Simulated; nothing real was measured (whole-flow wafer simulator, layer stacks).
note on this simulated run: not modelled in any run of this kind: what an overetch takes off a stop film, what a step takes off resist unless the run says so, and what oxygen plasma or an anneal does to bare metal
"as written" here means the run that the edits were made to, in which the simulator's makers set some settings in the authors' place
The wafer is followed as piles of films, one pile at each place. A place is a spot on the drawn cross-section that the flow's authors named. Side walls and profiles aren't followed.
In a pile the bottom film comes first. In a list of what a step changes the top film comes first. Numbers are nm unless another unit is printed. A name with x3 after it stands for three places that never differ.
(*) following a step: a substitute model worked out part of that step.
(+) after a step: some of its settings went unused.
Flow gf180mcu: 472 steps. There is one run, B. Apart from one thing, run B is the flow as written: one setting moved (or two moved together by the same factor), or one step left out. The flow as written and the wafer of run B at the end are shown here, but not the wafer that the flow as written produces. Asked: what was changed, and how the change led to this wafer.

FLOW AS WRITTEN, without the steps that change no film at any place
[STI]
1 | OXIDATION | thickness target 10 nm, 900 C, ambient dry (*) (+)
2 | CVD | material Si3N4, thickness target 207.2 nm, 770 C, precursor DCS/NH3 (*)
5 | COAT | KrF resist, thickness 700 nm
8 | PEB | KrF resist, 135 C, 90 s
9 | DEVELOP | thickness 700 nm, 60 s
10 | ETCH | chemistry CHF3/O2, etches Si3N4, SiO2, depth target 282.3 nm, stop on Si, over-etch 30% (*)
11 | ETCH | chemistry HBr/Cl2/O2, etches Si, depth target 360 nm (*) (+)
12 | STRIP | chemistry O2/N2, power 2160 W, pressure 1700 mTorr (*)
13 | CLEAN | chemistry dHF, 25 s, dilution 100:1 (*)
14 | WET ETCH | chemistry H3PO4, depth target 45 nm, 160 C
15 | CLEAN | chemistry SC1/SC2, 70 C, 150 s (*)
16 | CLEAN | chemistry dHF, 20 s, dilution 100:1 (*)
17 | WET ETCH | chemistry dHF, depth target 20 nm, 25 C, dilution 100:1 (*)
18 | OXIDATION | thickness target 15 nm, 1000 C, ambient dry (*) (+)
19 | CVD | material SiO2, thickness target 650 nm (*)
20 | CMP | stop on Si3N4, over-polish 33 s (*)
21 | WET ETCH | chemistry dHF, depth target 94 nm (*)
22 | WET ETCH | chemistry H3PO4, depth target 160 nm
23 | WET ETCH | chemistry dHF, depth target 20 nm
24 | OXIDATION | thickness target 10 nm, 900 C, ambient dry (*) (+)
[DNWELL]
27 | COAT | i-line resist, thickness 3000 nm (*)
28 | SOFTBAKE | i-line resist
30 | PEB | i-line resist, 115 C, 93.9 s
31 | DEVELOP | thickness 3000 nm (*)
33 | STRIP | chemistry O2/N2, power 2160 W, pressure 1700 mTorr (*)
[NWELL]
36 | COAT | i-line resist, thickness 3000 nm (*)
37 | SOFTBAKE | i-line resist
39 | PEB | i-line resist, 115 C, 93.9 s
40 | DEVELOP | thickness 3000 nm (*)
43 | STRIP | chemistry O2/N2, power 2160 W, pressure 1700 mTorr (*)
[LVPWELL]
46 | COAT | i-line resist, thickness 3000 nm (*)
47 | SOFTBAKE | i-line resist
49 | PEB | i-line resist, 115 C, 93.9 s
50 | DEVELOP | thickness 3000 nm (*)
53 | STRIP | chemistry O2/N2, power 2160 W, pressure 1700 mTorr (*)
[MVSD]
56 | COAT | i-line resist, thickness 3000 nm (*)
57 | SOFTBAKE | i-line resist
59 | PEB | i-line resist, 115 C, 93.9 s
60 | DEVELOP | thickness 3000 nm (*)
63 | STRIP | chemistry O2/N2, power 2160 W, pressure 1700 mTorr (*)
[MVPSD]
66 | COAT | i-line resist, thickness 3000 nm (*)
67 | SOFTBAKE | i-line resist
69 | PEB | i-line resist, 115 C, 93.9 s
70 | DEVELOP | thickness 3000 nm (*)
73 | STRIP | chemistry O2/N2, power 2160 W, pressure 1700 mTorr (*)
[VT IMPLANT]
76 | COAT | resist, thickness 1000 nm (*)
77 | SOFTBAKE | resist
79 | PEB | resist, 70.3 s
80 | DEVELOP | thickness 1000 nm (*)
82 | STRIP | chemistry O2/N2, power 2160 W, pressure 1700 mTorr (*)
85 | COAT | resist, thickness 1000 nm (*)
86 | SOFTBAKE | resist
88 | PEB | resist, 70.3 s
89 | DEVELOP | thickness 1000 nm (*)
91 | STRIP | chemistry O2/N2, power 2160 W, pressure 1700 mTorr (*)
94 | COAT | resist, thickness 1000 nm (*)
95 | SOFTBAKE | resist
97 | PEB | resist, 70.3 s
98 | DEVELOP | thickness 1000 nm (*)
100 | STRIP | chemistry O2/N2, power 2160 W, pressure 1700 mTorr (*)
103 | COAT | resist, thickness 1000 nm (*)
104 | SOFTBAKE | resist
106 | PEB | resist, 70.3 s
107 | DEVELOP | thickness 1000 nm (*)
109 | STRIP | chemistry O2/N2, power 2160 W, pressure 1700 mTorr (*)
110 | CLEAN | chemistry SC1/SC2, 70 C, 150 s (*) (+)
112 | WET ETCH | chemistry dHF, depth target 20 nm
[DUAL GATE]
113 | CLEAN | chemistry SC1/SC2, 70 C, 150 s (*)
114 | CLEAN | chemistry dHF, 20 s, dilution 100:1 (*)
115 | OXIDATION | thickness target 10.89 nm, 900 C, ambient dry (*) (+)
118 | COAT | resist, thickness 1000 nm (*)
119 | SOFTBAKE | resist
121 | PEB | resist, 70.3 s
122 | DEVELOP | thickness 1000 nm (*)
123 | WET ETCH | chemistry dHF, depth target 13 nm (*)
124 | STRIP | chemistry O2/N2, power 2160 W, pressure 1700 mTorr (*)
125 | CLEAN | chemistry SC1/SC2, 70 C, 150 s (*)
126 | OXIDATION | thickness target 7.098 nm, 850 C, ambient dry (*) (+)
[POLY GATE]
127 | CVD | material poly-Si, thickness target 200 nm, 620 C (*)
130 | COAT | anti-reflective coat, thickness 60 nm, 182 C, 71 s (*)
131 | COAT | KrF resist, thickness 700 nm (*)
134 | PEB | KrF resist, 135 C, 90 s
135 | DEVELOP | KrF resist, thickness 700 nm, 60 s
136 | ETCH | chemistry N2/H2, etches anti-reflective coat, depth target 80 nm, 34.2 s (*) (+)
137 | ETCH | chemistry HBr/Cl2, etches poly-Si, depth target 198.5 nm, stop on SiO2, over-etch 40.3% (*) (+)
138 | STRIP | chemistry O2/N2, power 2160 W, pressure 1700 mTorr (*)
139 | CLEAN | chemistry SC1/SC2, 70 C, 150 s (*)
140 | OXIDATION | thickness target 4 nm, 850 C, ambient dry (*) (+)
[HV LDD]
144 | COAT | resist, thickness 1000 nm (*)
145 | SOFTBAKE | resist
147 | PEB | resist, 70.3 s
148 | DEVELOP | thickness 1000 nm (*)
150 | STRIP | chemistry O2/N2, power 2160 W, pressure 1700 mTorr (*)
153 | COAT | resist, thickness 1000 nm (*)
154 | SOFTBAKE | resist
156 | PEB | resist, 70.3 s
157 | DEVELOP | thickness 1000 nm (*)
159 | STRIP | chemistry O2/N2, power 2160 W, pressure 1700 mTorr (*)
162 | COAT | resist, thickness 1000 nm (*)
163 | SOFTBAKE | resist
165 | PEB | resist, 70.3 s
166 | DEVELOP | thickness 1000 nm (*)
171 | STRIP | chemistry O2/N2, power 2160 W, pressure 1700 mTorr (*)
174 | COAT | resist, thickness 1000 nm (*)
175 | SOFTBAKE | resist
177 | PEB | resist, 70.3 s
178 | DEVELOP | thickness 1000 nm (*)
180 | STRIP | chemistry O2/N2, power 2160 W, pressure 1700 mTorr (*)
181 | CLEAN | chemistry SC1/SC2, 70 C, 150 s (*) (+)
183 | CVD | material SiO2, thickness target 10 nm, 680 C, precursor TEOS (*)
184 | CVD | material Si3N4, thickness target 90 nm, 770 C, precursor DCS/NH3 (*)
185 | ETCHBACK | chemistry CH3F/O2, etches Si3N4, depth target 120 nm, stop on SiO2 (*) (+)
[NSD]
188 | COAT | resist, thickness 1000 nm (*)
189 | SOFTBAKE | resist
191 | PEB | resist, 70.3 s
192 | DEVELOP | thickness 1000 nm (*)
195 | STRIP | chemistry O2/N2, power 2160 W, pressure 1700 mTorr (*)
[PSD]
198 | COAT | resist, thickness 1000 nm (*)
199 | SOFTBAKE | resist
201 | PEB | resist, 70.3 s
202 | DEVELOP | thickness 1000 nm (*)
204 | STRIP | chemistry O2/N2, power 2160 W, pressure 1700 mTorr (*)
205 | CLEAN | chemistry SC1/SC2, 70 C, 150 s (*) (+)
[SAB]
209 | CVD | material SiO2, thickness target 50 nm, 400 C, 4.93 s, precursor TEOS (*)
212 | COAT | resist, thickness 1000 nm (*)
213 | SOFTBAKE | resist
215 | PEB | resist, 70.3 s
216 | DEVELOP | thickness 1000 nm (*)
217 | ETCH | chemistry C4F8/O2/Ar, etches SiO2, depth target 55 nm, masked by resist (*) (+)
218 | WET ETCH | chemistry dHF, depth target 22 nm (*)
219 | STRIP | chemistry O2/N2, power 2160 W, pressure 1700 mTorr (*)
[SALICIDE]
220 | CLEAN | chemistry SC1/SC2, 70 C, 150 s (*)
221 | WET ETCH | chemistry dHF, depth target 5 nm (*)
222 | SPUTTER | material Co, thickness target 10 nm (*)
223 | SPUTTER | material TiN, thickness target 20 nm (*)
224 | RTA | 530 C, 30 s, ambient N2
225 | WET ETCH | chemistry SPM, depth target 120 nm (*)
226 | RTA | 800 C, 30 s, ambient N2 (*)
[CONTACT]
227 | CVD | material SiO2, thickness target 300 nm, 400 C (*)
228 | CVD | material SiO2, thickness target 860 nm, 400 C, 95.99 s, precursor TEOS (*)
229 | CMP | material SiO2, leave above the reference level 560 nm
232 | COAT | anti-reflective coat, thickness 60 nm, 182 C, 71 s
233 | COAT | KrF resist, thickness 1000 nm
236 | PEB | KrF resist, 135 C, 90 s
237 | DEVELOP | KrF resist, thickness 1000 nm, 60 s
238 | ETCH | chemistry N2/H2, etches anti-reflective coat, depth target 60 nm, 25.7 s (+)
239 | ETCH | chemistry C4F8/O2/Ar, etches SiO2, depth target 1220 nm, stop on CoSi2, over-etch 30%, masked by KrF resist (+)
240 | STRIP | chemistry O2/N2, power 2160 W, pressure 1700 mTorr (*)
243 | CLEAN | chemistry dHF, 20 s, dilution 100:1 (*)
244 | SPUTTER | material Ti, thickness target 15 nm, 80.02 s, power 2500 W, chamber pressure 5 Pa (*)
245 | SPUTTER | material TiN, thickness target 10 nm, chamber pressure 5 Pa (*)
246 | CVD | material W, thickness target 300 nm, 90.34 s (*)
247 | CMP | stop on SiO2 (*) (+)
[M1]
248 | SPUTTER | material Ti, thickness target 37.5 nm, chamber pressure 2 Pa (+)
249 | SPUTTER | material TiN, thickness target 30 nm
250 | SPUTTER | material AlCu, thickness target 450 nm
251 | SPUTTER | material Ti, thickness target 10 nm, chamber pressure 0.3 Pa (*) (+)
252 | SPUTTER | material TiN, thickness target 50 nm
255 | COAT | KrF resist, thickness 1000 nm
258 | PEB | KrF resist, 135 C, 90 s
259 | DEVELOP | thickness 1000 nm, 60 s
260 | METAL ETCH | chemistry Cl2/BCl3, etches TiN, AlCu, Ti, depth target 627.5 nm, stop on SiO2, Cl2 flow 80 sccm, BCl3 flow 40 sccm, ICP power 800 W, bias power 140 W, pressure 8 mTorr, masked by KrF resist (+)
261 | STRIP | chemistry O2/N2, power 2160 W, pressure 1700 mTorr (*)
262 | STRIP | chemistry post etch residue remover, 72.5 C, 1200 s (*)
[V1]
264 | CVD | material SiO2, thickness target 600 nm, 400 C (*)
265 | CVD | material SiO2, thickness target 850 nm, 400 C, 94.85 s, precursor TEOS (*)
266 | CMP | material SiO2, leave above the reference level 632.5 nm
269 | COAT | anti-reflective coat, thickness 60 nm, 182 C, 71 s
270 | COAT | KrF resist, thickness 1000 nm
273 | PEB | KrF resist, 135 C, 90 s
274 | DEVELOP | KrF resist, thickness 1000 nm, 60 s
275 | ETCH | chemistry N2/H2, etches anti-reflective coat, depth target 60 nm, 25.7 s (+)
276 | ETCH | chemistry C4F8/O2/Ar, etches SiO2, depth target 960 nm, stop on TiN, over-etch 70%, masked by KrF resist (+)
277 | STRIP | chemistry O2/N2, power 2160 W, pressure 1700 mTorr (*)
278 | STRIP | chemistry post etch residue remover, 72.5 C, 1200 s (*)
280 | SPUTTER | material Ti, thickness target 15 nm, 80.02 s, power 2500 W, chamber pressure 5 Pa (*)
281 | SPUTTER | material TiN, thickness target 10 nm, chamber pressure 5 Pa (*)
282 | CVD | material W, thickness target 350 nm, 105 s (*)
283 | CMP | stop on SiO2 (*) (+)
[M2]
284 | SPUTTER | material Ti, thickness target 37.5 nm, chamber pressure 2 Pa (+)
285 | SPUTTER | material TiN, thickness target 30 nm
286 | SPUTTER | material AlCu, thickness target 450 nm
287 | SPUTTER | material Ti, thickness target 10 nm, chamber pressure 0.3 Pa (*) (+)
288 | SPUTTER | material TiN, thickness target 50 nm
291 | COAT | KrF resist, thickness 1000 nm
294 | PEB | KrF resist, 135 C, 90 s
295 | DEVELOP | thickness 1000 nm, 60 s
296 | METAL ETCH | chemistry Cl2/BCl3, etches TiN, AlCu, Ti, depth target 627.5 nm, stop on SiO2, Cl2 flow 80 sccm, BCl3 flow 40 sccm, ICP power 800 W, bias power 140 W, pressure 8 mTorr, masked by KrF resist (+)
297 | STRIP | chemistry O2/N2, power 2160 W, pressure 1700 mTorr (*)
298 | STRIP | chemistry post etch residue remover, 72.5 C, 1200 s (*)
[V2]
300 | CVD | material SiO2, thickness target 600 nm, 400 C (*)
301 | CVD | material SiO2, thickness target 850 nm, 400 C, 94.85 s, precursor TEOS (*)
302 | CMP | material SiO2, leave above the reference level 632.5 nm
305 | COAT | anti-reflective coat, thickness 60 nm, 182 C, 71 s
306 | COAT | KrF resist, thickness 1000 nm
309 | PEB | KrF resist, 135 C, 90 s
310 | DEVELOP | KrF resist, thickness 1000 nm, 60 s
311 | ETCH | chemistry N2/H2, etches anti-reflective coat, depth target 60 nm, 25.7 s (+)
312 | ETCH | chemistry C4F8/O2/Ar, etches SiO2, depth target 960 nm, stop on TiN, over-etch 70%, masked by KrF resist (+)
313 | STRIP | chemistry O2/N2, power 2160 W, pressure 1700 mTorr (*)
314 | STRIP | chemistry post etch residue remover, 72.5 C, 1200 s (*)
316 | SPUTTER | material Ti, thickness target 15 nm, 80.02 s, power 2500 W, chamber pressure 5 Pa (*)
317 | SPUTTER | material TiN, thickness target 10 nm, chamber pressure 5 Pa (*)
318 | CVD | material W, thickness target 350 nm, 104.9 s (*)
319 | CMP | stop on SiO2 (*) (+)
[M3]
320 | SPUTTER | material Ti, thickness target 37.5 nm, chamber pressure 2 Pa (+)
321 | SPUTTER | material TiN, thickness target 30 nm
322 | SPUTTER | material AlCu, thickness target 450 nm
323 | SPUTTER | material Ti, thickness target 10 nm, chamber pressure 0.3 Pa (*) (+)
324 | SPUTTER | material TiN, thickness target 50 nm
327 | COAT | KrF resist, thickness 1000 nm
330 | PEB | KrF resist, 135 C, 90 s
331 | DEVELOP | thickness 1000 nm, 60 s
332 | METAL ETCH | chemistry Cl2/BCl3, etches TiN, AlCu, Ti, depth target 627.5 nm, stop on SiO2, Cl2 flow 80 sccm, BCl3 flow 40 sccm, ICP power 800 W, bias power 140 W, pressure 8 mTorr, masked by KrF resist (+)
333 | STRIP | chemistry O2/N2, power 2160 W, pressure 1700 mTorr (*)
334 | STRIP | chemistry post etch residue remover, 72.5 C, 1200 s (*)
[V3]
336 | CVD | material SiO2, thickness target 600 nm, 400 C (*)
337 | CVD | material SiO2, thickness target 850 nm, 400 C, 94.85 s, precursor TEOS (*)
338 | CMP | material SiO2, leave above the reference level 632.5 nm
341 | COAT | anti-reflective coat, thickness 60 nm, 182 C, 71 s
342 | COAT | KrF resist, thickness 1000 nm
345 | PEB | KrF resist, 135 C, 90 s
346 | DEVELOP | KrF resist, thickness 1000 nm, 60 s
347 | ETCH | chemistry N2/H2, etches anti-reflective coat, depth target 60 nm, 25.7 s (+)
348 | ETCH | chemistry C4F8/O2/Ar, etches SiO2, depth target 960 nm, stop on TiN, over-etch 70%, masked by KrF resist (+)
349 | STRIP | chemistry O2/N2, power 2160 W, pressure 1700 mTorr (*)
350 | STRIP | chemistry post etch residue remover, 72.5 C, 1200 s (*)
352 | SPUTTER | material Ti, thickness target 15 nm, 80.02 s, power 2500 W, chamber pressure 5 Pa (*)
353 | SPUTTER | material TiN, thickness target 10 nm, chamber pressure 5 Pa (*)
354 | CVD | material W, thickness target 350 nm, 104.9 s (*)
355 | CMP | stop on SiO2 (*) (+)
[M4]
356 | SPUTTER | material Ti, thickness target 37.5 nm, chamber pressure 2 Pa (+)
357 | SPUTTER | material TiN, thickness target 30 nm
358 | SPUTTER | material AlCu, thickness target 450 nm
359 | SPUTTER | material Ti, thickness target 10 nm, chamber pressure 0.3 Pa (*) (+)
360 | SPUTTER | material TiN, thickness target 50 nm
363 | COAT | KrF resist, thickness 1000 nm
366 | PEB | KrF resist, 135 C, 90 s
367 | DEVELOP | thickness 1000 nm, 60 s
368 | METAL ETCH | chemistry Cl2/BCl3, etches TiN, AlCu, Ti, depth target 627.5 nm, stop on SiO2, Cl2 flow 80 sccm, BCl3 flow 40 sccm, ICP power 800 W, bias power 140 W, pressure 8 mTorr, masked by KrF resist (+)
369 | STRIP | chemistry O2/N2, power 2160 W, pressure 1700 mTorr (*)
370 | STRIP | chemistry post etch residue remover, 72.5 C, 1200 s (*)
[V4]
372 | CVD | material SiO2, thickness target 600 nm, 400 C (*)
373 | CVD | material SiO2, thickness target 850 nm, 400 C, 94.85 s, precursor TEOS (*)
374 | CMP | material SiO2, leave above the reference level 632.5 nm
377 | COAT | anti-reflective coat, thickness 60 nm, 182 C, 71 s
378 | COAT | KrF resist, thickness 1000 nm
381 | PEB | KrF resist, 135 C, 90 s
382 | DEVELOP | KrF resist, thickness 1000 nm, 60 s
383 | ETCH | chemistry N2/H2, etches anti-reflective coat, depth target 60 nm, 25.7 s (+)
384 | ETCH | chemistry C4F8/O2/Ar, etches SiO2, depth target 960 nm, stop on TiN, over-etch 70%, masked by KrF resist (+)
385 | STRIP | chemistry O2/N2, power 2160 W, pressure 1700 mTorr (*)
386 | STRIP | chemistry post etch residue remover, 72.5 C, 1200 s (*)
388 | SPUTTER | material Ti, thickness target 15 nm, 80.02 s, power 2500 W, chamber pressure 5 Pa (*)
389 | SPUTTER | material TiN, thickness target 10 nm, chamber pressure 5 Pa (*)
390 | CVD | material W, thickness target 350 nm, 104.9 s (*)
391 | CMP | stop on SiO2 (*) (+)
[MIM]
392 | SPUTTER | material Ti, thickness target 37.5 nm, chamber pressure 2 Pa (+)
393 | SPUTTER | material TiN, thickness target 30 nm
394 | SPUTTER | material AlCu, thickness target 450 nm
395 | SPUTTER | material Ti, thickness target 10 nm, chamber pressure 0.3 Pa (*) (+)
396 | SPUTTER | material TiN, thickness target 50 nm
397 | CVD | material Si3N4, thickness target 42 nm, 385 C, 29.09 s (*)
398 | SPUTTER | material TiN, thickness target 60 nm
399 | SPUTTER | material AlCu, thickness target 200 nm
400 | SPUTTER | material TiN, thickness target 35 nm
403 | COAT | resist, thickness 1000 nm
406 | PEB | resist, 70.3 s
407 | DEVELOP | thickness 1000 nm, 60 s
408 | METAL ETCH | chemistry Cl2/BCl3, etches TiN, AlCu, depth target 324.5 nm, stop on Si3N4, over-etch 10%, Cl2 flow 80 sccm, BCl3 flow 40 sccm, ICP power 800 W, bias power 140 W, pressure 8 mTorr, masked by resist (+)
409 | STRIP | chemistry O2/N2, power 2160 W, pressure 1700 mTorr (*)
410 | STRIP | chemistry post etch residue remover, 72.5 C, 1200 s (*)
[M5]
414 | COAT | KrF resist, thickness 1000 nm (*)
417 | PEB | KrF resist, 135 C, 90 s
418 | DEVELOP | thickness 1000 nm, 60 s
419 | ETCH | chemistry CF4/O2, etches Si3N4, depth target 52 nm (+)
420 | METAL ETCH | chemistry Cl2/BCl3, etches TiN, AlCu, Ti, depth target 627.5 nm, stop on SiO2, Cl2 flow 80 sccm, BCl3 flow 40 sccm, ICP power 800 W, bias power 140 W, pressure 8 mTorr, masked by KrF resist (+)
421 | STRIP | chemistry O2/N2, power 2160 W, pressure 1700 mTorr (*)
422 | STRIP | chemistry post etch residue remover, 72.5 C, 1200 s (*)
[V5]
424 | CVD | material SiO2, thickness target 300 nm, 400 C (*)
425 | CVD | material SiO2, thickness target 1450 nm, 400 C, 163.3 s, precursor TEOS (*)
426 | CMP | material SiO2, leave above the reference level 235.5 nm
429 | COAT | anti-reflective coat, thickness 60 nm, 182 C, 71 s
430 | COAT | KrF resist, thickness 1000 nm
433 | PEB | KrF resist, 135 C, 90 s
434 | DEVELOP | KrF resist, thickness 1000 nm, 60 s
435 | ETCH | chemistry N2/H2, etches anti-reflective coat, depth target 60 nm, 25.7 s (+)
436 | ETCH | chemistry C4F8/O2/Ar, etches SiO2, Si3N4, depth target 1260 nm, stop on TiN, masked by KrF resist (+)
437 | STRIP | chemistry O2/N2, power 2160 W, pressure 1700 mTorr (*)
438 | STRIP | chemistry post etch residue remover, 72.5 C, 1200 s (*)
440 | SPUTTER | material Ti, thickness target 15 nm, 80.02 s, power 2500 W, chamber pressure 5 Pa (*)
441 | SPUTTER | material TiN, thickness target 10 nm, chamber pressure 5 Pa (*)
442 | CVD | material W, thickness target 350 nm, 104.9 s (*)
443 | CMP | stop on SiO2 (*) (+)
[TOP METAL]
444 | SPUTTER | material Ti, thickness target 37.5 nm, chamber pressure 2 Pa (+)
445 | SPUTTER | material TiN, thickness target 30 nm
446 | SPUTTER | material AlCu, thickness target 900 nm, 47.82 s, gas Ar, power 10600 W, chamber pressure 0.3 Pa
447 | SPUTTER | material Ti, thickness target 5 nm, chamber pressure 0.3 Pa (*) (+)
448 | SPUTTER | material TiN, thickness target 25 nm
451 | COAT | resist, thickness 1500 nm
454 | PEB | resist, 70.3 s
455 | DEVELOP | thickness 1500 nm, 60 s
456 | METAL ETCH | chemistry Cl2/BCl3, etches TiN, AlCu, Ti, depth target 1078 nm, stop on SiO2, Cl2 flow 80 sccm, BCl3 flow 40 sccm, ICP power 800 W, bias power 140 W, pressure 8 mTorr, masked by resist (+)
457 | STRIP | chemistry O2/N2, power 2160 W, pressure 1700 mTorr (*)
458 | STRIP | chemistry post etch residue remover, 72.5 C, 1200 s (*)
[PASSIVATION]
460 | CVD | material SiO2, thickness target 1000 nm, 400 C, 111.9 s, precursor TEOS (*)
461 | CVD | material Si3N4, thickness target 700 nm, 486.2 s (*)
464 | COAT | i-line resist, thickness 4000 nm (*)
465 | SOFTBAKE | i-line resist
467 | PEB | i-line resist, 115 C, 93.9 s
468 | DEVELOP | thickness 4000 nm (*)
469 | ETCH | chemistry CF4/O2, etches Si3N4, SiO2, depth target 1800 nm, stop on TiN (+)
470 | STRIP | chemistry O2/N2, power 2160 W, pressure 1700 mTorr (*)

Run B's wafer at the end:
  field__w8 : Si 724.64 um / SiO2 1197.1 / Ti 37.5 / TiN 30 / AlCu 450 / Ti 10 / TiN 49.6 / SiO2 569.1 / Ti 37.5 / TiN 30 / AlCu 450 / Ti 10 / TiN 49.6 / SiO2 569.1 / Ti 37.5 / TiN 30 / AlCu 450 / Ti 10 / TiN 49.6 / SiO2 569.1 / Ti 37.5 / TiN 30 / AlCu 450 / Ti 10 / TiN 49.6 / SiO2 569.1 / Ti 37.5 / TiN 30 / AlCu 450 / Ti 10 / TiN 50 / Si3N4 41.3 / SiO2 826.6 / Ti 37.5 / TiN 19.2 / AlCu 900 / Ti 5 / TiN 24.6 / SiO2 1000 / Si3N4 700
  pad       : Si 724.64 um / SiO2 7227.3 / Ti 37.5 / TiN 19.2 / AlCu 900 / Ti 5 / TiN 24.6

What caused this: step 445, SPUTTER: thickness target 19.2 nm was run, though the flow has thickness target 30 nm.
One can read it off the wafer: field__w8 has TiN 19.2, and step 445 as written asks for 30 nm.

How this came from the change, step by step:
  445 | SPUTTER | material TiN, thickness target 30 nm
      field, field__w1, field__w2 and 109 more: +19.2 TiN (new film) (it would be, as written: +30 TiN (new film))
  456 | METAL ETCH | chemistry Cl2/BCl3, etches TiN, AlCu, Ti, depth target 1078 nm, stop on SiO2, Cl2 flow 80 sccm, BCl3 flow 40 sccm, ICP power 800 W, bias power 140 W, pressure 8 mTorr, masked by resist (+)
      field, field__w1, field__w2 and 103 more: -25 TiN (all of it), -5 Ti (all of it), -900 AlCu (all of it), -19.2 TiN (all of it), -37.5 Ti (all of it) (it would be, as written: -25 TiN (all of it), -5 Ti (all of it), -900 AlCu (all of it), -30 TiN (all of it), -37.5 Ti (all of it))
